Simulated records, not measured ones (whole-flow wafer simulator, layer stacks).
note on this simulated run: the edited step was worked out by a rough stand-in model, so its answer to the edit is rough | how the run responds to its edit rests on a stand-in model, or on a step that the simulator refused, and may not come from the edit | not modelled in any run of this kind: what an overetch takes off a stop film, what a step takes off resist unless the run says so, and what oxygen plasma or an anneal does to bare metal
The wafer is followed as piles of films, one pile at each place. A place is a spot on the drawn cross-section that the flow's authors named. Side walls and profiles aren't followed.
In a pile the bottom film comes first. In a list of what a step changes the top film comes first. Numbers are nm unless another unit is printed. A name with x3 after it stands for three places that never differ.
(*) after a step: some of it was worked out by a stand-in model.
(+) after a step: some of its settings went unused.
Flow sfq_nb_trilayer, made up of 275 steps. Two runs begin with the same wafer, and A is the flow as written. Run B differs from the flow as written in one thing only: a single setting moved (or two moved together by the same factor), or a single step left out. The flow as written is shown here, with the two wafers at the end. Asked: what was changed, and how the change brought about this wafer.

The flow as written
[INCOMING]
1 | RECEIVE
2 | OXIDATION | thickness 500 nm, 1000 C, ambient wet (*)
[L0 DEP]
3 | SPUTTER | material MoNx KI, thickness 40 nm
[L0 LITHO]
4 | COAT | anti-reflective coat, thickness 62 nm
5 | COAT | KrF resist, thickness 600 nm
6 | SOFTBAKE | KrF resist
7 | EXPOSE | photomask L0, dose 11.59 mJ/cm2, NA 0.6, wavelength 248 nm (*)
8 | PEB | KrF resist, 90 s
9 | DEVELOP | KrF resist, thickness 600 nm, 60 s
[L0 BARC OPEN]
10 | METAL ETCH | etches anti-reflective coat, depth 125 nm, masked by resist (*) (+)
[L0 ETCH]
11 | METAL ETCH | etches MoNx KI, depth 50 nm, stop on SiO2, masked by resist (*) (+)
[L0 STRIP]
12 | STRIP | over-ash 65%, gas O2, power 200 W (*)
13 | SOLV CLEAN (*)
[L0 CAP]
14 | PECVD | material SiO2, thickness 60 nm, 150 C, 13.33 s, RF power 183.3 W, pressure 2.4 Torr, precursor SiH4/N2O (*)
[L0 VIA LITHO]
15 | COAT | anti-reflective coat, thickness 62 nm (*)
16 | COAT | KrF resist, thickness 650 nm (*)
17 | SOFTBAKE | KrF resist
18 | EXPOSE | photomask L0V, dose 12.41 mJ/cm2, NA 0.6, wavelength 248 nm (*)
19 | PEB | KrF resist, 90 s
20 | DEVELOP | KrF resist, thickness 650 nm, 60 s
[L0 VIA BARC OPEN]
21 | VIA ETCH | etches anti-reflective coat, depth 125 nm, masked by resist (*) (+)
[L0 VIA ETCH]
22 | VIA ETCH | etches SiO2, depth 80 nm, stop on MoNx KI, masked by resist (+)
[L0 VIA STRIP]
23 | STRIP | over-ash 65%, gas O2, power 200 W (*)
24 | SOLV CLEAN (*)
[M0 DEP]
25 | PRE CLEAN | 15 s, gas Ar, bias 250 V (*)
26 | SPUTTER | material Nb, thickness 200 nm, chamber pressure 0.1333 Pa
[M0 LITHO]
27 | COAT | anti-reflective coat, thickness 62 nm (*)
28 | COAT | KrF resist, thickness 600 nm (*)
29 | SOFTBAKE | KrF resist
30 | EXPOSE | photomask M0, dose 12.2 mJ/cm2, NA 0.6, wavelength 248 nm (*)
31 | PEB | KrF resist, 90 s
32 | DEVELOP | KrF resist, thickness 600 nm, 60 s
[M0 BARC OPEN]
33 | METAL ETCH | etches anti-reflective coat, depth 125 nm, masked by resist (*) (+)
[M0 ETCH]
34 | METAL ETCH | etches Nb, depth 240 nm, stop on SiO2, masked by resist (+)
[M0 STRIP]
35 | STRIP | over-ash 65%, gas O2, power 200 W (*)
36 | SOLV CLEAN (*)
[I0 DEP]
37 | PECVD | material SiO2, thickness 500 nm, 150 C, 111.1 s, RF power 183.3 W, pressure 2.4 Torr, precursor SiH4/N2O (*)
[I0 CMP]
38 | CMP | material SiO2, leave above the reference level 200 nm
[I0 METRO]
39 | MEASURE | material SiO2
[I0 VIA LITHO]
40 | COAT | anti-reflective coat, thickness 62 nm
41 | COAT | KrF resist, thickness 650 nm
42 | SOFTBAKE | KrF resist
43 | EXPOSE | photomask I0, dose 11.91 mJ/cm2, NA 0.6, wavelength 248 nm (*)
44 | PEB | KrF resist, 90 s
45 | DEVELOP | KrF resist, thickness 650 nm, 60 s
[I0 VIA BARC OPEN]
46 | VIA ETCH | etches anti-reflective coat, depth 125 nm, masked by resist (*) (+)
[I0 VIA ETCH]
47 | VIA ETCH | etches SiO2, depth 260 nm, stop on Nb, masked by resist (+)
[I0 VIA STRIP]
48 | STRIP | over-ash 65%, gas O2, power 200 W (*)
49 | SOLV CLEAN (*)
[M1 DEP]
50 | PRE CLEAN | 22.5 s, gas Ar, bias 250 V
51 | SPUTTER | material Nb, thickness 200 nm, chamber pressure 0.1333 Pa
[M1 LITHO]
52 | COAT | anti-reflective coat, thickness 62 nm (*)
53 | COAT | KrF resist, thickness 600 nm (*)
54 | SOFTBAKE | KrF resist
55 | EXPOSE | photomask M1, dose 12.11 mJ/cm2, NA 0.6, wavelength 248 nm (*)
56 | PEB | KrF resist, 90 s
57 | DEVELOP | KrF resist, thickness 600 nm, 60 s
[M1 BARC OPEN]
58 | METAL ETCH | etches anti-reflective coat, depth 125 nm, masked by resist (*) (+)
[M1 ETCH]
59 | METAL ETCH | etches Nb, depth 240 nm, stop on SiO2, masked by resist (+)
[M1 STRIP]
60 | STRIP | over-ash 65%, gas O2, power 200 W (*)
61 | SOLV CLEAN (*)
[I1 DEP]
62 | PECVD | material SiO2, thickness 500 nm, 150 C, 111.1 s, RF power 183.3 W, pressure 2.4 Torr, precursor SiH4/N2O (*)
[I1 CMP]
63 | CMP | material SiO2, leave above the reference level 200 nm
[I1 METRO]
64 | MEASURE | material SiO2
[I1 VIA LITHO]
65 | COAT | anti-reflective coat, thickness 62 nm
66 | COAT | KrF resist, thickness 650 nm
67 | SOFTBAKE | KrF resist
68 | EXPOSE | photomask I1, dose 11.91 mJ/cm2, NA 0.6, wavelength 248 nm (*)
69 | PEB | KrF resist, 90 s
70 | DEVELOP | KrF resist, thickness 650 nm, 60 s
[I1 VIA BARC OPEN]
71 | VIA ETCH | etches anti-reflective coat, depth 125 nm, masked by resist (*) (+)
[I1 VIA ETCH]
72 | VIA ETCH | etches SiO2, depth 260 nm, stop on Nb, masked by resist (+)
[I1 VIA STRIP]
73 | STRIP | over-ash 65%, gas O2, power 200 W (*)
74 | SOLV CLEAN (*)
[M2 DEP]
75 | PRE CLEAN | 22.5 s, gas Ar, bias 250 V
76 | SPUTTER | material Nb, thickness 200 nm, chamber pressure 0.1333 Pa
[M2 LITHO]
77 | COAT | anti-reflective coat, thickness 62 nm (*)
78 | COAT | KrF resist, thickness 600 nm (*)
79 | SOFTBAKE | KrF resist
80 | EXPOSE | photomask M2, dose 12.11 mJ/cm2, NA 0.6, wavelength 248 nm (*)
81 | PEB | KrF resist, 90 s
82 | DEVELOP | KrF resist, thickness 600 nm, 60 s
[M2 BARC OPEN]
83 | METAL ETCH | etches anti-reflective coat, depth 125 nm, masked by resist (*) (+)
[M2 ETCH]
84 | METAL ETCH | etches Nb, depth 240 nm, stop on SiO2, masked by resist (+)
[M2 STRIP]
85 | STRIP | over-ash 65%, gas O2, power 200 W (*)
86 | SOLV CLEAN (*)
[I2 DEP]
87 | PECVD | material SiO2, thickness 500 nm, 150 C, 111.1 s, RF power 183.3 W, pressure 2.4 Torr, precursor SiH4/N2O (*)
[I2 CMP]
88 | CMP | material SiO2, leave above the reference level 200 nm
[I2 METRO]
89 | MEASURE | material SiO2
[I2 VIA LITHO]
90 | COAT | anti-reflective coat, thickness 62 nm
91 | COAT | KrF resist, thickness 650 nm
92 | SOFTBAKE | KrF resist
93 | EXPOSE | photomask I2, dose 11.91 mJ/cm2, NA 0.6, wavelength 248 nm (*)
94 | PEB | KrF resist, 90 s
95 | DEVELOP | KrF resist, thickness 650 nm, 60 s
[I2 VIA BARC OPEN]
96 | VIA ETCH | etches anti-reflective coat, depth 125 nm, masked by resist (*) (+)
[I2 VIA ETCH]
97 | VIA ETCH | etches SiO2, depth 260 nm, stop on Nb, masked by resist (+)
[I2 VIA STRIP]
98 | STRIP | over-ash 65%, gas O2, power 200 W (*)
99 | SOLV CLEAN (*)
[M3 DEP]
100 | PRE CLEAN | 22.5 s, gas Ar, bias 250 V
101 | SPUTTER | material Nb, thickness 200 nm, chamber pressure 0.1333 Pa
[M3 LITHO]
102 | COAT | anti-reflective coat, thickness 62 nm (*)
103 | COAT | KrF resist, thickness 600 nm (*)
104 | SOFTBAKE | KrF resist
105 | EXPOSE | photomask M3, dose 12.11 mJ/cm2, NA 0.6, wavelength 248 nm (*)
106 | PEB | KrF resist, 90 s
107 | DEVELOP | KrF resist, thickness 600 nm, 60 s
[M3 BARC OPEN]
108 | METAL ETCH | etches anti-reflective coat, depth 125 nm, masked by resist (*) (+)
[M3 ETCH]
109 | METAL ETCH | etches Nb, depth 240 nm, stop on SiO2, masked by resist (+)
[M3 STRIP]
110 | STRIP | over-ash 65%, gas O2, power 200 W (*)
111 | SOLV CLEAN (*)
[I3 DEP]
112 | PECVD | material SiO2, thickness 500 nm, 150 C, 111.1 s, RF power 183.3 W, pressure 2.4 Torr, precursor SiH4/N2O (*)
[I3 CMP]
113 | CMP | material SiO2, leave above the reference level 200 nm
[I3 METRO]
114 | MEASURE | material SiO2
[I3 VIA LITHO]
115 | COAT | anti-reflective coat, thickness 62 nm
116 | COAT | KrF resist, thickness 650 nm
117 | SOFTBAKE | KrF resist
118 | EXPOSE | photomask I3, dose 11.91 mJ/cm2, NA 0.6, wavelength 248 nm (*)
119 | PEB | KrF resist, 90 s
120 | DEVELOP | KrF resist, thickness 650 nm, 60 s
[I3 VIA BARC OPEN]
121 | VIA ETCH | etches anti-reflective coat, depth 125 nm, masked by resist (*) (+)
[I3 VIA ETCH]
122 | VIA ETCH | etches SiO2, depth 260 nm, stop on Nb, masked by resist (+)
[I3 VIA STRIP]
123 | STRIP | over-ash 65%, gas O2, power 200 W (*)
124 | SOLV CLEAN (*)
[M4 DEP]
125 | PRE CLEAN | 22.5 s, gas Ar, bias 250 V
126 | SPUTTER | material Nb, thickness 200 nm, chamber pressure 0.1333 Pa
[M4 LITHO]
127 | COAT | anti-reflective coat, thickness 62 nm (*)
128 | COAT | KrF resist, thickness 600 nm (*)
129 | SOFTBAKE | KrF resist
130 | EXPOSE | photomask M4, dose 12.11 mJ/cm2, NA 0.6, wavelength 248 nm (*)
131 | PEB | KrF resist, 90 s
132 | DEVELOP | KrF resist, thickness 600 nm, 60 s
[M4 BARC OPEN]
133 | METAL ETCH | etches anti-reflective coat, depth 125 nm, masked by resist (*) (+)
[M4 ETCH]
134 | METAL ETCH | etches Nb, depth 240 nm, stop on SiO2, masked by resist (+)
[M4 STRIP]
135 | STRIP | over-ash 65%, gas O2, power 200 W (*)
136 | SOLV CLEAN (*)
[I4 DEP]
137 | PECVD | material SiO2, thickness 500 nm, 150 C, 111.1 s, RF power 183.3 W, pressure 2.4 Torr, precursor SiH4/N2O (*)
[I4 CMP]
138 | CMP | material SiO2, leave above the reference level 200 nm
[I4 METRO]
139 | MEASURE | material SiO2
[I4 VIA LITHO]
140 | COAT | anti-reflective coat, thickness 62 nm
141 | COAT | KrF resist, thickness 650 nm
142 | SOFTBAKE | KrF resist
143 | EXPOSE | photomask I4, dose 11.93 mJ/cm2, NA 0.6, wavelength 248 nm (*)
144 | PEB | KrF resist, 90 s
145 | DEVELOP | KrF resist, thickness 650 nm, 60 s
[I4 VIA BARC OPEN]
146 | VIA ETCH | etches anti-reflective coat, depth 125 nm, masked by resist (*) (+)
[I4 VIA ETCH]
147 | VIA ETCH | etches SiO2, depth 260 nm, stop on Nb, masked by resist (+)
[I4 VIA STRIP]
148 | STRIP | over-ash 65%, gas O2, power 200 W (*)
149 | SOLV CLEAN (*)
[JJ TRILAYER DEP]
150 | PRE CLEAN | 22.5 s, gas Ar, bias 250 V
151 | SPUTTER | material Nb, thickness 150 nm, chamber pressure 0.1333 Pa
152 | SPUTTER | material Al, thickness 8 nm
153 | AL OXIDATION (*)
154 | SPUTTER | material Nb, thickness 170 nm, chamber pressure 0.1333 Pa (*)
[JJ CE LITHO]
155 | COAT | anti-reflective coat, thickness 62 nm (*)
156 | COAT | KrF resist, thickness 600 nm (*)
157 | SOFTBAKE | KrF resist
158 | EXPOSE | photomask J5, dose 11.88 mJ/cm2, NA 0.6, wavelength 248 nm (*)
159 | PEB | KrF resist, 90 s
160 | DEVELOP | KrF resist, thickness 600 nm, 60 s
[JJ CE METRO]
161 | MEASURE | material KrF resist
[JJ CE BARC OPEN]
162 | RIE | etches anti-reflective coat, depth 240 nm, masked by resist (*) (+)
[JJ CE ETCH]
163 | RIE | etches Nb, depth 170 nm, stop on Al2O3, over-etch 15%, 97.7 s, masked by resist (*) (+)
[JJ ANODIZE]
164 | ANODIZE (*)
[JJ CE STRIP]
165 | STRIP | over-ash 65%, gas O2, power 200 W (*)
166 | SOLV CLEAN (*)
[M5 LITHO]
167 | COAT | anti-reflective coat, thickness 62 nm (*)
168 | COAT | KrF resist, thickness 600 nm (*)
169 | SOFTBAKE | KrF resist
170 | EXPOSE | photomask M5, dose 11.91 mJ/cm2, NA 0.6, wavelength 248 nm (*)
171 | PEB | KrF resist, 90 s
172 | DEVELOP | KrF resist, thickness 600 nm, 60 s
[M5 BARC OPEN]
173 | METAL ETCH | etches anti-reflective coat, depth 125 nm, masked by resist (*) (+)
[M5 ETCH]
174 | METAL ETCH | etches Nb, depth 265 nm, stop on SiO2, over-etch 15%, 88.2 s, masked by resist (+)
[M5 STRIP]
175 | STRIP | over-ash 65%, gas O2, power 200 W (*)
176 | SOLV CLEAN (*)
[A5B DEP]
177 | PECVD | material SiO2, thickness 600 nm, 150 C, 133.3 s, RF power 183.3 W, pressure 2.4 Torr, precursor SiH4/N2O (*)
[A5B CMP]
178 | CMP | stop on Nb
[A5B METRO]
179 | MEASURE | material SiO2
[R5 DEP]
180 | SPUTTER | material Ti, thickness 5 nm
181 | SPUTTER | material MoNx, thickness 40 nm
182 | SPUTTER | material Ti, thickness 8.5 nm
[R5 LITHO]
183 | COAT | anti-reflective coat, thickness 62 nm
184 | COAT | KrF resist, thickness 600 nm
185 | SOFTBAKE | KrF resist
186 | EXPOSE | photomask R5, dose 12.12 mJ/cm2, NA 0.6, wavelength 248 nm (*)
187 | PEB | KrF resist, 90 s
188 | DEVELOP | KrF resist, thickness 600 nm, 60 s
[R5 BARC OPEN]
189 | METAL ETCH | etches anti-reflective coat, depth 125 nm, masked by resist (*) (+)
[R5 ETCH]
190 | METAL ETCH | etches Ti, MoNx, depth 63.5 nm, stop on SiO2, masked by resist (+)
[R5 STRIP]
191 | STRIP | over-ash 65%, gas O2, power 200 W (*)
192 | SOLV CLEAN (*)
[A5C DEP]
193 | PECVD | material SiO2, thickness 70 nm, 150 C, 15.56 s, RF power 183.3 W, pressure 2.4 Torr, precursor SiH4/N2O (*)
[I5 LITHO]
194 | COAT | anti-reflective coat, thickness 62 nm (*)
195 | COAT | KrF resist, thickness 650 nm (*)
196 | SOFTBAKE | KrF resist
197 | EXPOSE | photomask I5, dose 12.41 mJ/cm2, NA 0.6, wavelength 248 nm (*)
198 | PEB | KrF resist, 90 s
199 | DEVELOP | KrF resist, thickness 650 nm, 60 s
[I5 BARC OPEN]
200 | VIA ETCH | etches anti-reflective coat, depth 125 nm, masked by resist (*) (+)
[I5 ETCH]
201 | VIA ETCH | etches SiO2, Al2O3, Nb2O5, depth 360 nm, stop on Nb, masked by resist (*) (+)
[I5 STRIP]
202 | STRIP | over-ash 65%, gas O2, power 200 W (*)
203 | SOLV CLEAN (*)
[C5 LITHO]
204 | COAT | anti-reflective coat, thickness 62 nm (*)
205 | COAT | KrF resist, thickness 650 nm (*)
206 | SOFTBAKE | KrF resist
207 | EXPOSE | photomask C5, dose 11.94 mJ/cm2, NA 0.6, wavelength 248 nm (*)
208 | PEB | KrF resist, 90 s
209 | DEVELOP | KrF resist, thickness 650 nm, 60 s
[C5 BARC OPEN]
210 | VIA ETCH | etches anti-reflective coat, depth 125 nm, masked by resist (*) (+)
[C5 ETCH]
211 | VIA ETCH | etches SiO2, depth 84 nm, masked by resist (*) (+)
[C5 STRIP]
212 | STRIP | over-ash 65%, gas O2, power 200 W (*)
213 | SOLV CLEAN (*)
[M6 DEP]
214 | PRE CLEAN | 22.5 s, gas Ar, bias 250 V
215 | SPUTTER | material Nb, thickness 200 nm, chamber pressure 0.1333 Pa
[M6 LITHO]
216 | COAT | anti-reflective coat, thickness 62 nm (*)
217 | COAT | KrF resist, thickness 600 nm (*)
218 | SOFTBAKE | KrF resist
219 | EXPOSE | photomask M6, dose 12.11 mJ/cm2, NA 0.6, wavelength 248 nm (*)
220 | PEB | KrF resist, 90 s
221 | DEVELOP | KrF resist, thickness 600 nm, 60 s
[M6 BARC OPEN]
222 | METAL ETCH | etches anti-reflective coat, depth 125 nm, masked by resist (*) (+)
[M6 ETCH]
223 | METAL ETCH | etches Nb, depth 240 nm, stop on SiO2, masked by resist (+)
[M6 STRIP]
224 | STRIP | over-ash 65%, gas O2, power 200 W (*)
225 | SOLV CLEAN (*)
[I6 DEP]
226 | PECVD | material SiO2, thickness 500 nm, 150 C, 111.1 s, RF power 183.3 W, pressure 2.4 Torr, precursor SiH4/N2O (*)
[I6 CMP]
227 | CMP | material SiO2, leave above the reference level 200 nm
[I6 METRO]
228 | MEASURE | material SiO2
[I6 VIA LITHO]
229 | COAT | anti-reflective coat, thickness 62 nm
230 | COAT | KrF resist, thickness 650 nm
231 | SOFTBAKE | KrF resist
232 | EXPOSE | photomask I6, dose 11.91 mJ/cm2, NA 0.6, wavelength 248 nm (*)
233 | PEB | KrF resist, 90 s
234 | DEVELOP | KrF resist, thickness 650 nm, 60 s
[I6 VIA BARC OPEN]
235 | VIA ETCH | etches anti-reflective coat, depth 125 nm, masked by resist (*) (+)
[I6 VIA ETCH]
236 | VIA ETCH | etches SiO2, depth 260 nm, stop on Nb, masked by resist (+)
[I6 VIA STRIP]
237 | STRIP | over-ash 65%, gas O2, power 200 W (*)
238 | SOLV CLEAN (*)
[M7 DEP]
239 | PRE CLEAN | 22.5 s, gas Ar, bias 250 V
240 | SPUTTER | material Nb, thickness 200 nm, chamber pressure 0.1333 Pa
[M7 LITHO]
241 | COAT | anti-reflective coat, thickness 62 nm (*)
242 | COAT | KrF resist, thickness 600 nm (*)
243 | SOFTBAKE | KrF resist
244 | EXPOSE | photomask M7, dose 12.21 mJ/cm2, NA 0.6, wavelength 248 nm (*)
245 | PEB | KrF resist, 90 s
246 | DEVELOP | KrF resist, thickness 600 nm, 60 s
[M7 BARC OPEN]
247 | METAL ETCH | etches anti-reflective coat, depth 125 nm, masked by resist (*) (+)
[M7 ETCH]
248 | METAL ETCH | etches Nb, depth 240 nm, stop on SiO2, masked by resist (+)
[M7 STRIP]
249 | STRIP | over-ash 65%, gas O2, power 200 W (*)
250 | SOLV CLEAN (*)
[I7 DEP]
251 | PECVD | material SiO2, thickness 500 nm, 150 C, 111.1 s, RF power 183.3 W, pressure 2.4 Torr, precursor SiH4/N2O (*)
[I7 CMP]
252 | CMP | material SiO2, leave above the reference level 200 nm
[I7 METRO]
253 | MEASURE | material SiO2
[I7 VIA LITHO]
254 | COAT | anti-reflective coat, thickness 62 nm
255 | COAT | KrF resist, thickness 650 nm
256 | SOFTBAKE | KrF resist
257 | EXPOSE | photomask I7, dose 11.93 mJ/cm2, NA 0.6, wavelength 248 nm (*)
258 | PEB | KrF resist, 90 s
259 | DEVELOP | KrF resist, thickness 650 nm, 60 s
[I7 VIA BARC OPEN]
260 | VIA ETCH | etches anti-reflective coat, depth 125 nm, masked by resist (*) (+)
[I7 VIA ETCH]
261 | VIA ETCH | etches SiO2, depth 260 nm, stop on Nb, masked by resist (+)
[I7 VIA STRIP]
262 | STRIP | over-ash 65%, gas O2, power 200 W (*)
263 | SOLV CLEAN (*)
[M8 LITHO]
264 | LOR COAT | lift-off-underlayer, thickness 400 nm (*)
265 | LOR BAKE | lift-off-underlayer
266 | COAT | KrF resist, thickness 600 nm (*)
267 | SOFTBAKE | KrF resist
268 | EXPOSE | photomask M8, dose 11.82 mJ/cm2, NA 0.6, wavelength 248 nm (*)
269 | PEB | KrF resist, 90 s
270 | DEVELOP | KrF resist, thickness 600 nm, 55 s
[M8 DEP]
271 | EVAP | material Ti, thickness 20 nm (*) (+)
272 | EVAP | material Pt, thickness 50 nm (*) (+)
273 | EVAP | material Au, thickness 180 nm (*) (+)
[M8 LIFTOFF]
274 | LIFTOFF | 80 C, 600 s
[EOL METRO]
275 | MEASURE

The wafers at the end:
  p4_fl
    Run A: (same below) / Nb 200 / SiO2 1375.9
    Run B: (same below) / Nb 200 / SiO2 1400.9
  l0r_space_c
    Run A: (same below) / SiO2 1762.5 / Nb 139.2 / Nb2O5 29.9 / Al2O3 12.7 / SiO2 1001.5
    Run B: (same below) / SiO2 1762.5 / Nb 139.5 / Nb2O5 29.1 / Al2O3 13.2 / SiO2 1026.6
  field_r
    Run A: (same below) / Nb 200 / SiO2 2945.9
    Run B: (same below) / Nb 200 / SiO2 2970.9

The reason: step 154, SPUTTER: thickness 195 nm was run, though the flow has thickness 170 nm.

Step by step, how the change led to this:
  154 | SPUTTER | material Nb, thickness 170 nm, chamber pressure 0.1333 Pa (*)
      field_l, v_sur, via_sp and 100 more: A Nb gains 170 (new film) | B Nb gains 195 (new film)
      via_wl, via_wr: A Nb gains 140.7 (new film) | B Nb gains 161.6 (new film)
      (as well as at 1 more place)
  155 | COAT | anti-reflective coat, thickness 62 nm (*)
      via_wl, via_wr: A anti-reflective coat gains 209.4 (new film) | B anti-reflective coat gains 216.5 (new film)
      via_w: A anti-reflective coat gains 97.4 (new film) | B anti-reflective coat gains 99.6 (new film)
  162 | RIE | etches anti-reflective coat, depth 240 nm, masked by resist (*) (+)
      ce_l, c5j, ce_r, wl_jj: A KrF resist loses 209.4 | B KrF resist loses 216.5
      via_wl, via_wr: A anti-reflective coat loses 209.4 (all of it) | B anti-reflective coat loses 216.5 (all of it)
      (as well as at 1 more place)
  163 | RIE | etches Nb, depth 170 nm, stop on Al2O3, over-etch 15%, 97.7 s, masked by resist (*) (+)
      field_l, v_sur, via_sp and 96 more: A Nb loses 170 (all of it), Al2O3 loses 0.51 | B Nb loses 195 (all of it), Al2O3 loses 0.01
      via_wl, via_wr: A Nb loses 140.7 (all of it), Al2O3 loses 0.96 (all of it) | B Nb loses 161.6 (all of it), Al2O3 loses 0.96 (all of it)
      (as well as at 1 more place)
  164 | ANODIZE (*)
      field_l, v_sur, via_sp and 96 more: A Al2O3 gains 12.2, Nb2O5 gains 29.9 (new film), Al loses 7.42 (all of it), Nb loses 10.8 | B Al2O3 gains 12.2, Nb2O5 gains 29.1 (new film), Al loses 7.42 (all of it), Nb loses 10.5
  165 | STRIP | over-ash 65%, gas O2, power 200 W (*)
      c5j, ce_r: A KrF resist loses 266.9 (all of it), anti-reflective coat loses 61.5 (all of it) | B KrF resist loses 259.8 (all of it), anti-reflective coat loses 61.5 (all of it)
      ce_l: A KrF resist loses 266.8 (all of it), anti-reflective coat loses 61.4 (all of it) | B KrF resist loses 259.7 (all of it), anti-reflective coat loses 61.4 (all of it)
      (as well as at 1 more place)
  167 | COAT | anti-reflective coat, thickness 62 nm (*)
      wl_j_sl, wl_j_sr: A anti-reflective coat gains 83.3 (new film) | B anti-reflective coat gains 86.7 (new film)
      jj_sur: A anti-reflective coat gains 82.6 (new film) | B anti-reflective coat gains 85.7 (new film)
      (as well as at 5 more places)
  168 | COAT | KrF resist, thickness 600 nm (*)
      ce_l: A KrF resist gains 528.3 (new film) | B KrF resist gains 512.3 (new film)
      c5j: A KrF resist gains 507.6 (new film) | B KrF resist gains 493.2 (new film)
      (as well as at 2 more places)
  174 | METAL ETCH | etches Nb, depth 265 nm, stop on SiO2, over-etch 15%, 88.2 s, masked by resist (+)
      field_l, r_sur, res and 50 more: A Al2O3 loses 12.6 (all of it), Nb2O5 loses 29.9 (all of it), Nb loses 139.2 (all of it), SiO2 loses 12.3 | B Al2O3 loses 13.1 (all of it), Nb2O5 loses 29.1 (all of it), Nb loses 139.5 (all of it), SiO2 loses 12.3
  175 | STRIP | over-ash 65%, gas O2, power 200 W (*)
      jj_sur: A KrF resist loses 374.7 (all of it), anti-reflective coat loses 82.6 (all of it) | B KrF resist loses 376.6 (all of it), anti-reflective coat loses 85.7 (all of it)
      ce_l: A KrF resist loses 299.6 (all of it), anti-reflective coat loses 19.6 (all of it) | B KrF resist loses 283.7 (all of it), anti-reflective coat loses 17.3 (all of it)
      (as well as at 6 more places)
  178 | CMP | stop on Nb
      v_sur, via_sp, via_v and 43 more: A SiO2 loses 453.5 | B SiO2 loses 428.4
      field_l, p4_fl, p4_fm and 39 more: A SiO2 loses 259.3 | B SiO2 loses 234.3
      (as well as at 14 more places)
  201 | VIA ETCH | etches SiO2, Al2O3, Nb2O5, depth 360 nm, stop on Nb, masked by resist (*) (+)
      be: A SiO2 loses 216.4 (all of it), Al2O3 loses 12.7 (all of it), Nb2O5 loses 29.9 (all of it) | B SiO2 loses 241.4 (all of it), Al2O3 loses 13.2 (all of it), Nb2O5 loses 29.1 (all of it)
  204 | COAT | anti-reflective coat, thickness 62 nm (*)
      be: A anti-reflective coat gains 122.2 (new film) | B anti-reflective coat gains 125.8 (new film)
  205 | COAT | KrF resist, thickness 650 nm (*)
      be: A KrF resist gains 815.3 (new film) | B KrF resist gains 833 (new film)
  212 | STRIP | over-ash 65%, gas O2, power 200 W (*)
      be: A KrF resist loses 728.2 (all of it), anti-reflective coat loses 122.2 (all of it) | B KrF resist loses 745.8 (all of it), anti-reflective coat loses 125.8 (all of it)
  215 | SPUTTER | material Nb, thickness 200 nm, chamber pressure 0.1333 Pa
      be: A Nb gains 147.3 | B Nb gains 141.9
  ... 3 further steps ...
  226 | PECVD | material SiO2, thickness 500 nm, 150 C, 111.1 s, RF power 183.3 W, pressure 2.4 Torr, precursor SiH4/N2O (*)
      be: A SiO2 gains 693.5 (new film) | B SiO2 gains 723.7 (new film)
